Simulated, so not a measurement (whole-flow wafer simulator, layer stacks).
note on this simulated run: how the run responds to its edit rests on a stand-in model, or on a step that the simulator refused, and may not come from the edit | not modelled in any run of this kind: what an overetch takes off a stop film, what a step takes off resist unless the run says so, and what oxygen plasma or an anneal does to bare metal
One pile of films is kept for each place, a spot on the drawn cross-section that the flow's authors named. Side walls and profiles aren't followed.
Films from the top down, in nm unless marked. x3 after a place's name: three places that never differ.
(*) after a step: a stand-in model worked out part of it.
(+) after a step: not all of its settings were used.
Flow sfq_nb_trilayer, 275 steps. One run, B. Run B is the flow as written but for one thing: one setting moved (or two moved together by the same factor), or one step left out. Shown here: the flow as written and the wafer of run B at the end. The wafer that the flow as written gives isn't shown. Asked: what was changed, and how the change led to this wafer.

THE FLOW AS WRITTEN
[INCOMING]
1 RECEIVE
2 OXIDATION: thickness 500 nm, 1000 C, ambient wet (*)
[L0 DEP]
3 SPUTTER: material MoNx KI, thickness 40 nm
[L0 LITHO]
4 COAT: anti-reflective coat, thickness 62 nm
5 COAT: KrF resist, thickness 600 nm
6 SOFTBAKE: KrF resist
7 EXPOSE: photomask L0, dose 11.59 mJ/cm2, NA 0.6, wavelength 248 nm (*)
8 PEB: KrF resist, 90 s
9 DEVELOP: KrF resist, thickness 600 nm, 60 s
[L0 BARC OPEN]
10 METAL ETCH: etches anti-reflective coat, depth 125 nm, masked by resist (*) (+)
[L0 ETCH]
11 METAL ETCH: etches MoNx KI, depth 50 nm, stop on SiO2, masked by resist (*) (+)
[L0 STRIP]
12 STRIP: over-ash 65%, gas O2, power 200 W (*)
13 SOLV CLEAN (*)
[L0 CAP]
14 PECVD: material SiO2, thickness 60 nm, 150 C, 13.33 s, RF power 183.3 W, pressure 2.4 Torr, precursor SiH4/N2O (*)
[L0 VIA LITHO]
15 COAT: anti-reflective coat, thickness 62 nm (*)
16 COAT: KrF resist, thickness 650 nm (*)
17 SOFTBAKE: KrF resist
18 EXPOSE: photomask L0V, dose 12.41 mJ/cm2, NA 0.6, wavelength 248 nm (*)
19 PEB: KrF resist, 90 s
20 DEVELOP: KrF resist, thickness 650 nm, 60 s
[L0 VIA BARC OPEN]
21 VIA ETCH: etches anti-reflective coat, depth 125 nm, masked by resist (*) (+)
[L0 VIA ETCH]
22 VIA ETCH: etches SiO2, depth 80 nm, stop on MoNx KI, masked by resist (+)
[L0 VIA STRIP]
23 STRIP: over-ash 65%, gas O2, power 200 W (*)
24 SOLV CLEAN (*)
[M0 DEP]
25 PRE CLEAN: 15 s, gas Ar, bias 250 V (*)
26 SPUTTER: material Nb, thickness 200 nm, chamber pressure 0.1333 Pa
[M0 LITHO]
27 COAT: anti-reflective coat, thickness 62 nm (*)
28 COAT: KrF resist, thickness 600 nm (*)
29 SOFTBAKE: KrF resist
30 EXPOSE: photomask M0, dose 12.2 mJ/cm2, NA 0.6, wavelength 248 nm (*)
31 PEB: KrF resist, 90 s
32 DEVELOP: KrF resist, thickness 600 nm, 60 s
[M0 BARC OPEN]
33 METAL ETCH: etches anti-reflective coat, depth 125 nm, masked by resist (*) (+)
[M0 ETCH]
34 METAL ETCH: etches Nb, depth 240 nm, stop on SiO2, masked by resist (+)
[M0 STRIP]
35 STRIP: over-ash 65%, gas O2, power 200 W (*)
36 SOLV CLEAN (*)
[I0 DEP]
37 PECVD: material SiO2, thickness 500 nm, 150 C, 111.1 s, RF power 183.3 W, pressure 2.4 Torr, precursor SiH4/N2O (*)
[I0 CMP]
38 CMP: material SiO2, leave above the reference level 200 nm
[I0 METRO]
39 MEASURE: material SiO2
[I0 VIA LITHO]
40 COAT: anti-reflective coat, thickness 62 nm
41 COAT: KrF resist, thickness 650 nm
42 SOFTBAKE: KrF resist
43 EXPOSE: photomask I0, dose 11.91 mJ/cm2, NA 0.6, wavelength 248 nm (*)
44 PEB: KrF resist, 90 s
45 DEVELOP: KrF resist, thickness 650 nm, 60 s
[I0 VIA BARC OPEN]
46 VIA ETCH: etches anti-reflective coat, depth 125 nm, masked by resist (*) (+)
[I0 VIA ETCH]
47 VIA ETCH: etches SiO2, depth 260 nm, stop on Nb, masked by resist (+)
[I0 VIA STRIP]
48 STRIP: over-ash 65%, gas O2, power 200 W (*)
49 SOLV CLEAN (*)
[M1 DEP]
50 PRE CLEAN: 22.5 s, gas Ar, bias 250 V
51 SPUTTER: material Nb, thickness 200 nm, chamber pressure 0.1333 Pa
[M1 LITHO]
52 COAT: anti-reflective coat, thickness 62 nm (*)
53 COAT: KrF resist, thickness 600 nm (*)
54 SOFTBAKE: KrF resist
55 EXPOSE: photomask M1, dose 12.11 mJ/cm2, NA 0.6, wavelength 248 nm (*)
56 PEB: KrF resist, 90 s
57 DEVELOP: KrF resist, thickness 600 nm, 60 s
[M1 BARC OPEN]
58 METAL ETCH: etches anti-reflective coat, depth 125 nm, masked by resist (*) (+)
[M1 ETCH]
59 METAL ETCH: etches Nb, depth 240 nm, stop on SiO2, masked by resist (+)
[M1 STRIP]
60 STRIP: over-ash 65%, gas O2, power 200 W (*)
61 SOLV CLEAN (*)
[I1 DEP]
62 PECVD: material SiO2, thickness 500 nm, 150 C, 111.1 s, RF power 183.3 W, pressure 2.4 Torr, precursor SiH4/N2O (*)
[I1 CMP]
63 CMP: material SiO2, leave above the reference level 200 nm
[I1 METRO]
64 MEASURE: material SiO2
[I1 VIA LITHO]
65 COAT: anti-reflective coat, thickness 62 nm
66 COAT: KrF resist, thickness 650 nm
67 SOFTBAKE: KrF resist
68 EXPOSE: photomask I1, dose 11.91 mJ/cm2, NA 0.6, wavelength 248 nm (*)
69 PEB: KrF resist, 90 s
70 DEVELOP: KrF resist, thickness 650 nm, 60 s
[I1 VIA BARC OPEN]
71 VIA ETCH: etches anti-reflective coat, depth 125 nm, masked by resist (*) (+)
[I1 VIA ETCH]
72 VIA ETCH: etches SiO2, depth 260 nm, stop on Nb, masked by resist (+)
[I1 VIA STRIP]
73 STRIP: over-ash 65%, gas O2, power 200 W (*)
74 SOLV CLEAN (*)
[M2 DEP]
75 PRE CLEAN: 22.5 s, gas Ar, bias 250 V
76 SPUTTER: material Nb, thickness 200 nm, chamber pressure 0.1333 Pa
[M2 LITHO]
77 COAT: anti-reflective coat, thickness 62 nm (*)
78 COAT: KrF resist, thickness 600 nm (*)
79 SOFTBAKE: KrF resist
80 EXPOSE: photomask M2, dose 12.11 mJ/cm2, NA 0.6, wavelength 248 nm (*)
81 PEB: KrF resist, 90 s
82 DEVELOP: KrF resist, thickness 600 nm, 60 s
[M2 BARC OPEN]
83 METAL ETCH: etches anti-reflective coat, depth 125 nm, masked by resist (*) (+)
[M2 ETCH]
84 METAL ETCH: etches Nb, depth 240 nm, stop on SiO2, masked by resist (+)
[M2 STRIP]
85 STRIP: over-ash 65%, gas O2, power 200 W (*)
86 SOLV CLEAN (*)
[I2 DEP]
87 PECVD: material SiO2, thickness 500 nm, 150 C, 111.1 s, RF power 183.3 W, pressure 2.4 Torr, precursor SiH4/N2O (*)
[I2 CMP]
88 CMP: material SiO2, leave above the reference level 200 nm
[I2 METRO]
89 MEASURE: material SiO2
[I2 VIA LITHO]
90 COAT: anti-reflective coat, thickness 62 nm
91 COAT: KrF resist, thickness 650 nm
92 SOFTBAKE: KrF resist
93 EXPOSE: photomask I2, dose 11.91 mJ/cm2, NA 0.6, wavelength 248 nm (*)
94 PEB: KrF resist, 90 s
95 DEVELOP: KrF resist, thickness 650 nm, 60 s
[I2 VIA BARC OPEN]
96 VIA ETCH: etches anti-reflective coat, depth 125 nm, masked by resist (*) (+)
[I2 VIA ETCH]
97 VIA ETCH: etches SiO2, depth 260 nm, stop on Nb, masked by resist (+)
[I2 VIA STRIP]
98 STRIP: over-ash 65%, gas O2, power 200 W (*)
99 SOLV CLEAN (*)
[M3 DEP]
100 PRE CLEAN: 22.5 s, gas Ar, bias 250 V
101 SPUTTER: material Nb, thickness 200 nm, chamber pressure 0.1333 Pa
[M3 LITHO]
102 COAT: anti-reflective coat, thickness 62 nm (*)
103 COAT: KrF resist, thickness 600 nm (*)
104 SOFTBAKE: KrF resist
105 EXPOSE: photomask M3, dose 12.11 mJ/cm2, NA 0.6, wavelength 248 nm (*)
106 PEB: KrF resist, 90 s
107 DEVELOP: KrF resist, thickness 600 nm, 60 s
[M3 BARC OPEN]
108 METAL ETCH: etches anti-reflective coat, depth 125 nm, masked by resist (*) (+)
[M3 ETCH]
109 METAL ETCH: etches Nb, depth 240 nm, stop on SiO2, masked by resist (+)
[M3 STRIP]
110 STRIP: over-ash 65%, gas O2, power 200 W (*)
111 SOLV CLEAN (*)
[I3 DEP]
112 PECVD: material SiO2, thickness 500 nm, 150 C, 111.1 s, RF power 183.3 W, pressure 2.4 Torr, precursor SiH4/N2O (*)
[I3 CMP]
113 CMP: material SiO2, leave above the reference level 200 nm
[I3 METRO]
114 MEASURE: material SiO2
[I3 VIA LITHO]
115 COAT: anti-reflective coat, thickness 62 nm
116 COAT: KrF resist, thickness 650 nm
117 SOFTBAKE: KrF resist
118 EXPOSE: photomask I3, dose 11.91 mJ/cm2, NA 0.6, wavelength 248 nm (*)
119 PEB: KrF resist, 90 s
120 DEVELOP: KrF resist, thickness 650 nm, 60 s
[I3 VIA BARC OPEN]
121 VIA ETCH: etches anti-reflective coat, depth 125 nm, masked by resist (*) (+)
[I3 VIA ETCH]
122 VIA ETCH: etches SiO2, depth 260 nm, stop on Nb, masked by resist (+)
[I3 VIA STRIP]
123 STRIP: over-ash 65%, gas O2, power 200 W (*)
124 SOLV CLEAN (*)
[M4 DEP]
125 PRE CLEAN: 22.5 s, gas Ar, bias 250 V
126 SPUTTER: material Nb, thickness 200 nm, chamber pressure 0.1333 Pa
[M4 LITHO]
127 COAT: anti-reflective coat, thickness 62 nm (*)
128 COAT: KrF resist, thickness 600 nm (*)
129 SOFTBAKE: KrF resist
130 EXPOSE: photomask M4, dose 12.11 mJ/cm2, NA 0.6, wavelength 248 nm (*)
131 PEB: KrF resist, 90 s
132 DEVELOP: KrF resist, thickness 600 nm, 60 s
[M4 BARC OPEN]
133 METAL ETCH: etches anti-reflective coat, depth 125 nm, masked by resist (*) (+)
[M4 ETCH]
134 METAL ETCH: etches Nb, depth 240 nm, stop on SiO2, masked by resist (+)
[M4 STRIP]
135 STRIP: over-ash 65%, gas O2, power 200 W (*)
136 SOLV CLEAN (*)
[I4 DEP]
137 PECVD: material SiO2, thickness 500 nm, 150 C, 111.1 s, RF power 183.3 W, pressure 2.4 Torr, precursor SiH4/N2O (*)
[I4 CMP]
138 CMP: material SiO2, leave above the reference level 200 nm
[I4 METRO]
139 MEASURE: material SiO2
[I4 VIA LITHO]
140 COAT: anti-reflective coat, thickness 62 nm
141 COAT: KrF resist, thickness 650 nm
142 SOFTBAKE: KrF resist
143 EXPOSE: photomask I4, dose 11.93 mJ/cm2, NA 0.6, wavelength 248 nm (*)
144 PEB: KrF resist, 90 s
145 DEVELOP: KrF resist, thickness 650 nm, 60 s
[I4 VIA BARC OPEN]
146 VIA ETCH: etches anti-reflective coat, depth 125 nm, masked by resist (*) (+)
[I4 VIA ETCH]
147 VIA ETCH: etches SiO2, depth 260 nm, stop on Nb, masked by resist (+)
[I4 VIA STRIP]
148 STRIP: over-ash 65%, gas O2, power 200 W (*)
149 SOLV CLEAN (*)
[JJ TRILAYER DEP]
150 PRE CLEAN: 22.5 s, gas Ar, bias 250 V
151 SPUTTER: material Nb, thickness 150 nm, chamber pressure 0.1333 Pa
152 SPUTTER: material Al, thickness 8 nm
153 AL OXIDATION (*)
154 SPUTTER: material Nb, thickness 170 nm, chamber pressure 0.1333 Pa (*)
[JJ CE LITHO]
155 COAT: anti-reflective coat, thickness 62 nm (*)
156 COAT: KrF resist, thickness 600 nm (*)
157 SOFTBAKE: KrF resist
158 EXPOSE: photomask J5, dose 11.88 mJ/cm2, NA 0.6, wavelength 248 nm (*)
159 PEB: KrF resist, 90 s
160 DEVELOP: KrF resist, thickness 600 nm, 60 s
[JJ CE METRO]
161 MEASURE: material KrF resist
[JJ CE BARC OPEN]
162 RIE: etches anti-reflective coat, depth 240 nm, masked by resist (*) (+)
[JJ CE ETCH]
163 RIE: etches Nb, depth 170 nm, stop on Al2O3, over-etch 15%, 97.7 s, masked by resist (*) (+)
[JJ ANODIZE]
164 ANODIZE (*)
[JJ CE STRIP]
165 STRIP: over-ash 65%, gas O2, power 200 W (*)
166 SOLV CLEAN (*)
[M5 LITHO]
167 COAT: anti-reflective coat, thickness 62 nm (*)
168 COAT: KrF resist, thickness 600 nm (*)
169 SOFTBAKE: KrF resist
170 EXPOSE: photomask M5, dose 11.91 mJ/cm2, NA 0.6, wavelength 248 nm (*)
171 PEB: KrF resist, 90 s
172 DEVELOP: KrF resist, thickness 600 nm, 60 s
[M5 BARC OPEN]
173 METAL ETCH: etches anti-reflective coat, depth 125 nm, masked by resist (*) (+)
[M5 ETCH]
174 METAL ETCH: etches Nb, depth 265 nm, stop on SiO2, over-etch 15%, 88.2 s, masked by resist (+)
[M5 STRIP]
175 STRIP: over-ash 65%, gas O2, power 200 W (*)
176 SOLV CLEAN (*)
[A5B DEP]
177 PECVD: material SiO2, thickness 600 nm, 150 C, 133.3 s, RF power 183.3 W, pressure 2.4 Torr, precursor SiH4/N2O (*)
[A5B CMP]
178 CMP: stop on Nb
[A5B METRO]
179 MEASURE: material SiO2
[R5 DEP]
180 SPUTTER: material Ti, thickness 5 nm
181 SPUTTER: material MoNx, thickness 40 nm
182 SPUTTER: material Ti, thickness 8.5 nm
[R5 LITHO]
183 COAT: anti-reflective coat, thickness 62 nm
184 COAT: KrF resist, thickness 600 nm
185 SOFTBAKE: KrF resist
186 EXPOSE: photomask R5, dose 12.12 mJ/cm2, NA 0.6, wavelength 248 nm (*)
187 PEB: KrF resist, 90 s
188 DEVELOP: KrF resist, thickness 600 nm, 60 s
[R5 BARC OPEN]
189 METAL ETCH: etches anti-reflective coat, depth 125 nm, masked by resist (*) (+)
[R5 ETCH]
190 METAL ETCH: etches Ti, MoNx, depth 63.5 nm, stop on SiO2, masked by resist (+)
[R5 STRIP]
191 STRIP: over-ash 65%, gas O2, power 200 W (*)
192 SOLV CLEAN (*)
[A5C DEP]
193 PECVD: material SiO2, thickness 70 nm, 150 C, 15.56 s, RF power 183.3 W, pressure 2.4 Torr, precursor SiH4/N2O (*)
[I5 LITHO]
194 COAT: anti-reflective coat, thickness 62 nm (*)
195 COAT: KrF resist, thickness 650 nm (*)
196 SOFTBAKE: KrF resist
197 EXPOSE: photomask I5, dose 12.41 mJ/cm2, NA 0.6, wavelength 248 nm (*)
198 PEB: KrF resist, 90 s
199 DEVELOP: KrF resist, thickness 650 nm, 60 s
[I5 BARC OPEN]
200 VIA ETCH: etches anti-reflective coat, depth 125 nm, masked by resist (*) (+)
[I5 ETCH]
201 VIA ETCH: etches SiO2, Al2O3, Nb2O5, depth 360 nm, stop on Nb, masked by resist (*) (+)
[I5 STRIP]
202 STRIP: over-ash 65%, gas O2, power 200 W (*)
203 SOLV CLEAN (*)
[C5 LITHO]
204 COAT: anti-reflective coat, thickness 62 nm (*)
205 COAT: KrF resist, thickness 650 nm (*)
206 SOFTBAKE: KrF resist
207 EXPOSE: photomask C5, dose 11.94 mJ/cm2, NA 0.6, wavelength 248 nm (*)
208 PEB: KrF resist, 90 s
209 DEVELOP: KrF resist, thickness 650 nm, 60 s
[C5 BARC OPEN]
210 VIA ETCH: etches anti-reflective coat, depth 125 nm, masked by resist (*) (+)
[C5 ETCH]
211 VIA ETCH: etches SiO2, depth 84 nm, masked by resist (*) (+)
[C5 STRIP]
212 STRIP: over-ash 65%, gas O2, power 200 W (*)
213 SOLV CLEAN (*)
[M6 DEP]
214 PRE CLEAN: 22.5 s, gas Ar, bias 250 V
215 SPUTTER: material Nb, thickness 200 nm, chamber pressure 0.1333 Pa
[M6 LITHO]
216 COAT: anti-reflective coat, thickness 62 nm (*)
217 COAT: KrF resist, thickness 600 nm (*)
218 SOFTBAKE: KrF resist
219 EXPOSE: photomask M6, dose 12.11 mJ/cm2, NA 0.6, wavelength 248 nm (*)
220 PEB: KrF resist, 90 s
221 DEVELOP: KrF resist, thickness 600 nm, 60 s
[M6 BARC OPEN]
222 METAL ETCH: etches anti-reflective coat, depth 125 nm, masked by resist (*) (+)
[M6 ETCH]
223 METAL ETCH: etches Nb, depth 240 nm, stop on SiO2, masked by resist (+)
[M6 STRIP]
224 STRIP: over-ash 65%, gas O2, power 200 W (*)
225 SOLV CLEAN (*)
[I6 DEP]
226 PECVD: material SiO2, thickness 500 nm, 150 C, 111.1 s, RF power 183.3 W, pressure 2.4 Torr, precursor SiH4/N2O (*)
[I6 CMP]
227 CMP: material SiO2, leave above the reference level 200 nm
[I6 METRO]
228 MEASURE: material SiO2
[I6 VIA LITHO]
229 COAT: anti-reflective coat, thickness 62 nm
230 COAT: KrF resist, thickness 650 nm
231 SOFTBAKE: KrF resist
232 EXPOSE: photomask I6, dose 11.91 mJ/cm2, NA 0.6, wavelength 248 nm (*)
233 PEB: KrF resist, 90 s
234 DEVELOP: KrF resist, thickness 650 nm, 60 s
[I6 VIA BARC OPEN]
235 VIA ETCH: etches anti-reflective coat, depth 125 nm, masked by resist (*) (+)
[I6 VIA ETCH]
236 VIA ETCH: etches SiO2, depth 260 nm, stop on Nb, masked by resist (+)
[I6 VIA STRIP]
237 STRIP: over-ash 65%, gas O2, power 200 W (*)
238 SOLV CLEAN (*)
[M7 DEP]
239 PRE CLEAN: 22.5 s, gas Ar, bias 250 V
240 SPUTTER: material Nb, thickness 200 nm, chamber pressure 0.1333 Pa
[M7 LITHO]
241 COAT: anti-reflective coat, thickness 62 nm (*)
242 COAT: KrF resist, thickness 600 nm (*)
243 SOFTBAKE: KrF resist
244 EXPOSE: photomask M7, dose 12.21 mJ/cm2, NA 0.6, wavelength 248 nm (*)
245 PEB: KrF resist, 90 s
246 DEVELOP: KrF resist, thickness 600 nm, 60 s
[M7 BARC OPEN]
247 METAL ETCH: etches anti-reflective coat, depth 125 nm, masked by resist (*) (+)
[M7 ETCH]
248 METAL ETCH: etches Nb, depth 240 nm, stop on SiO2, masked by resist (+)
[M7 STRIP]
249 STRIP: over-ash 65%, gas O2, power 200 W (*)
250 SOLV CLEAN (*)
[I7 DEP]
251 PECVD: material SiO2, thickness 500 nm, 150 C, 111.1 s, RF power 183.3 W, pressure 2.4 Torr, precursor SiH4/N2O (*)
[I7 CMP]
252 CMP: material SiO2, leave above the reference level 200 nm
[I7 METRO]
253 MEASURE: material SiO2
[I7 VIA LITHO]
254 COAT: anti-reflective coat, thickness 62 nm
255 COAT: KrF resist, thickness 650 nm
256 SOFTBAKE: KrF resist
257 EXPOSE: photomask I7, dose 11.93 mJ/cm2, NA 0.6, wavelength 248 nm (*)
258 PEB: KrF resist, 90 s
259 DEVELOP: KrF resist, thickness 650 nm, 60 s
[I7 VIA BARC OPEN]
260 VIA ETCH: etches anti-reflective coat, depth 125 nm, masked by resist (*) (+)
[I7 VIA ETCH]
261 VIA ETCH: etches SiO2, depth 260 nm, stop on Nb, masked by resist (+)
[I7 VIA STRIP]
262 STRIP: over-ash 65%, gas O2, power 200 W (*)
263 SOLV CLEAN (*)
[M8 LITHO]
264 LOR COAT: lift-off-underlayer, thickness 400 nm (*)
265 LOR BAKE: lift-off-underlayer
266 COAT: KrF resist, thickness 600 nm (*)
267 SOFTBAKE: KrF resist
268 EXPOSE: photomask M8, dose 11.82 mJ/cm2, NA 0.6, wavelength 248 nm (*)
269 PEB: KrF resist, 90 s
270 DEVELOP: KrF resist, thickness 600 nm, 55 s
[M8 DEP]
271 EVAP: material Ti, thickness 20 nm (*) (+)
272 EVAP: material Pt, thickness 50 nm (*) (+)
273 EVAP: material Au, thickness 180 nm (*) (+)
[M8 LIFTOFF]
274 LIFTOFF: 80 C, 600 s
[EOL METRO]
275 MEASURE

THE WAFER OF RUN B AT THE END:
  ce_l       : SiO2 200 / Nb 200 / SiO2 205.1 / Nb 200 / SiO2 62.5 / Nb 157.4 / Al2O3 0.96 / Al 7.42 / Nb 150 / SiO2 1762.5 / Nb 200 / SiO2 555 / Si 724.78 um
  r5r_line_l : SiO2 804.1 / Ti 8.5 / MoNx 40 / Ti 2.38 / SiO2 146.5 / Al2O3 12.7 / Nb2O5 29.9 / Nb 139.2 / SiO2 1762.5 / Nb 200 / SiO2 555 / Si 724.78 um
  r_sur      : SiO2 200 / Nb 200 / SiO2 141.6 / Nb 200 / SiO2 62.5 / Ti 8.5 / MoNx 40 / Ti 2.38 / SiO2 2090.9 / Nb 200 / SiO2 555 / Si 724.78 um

The cause: step 180, SPUTTER: thickness 2.38 nm was run, where the flow has thickness 5 nm.
It can be read off the wafer: r5r_line_l has Ti 2.38, and step 180 as written asks for 5 nm.

How the change led to this, step by step:
  180 SPUTTER: material Ti, thickness 5 nm
      field_l, v_sur, via_wl and 103 more: Ti +2.38 (new film) (as written it would be: Ti +5 (new film))
  190 METAL ETCH: etches Ti, MoNx, depth 63.5 nm, stop on SiO2, masked by resist (+)
      field_l, v_sur, via_wl and 92 more: Ti -8.5 (all of it), MoNx -40 (all of it), Ti -2.38 (all of it) (as written it would be: Ti -8.5 (all of it), MoNx -40 (all of it), Ti -5 (all of it))
      ce_l, c5j, ce_r, wl_jj: Ti -8.5 (all of it), MoNx -40 (all of it), Ti -2.38 (all of it), Nb -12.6 (as written it would be: Ti -8.5 (all of it), MoNx -40 (all of it), Ti -5 (all of it), Nb -10)
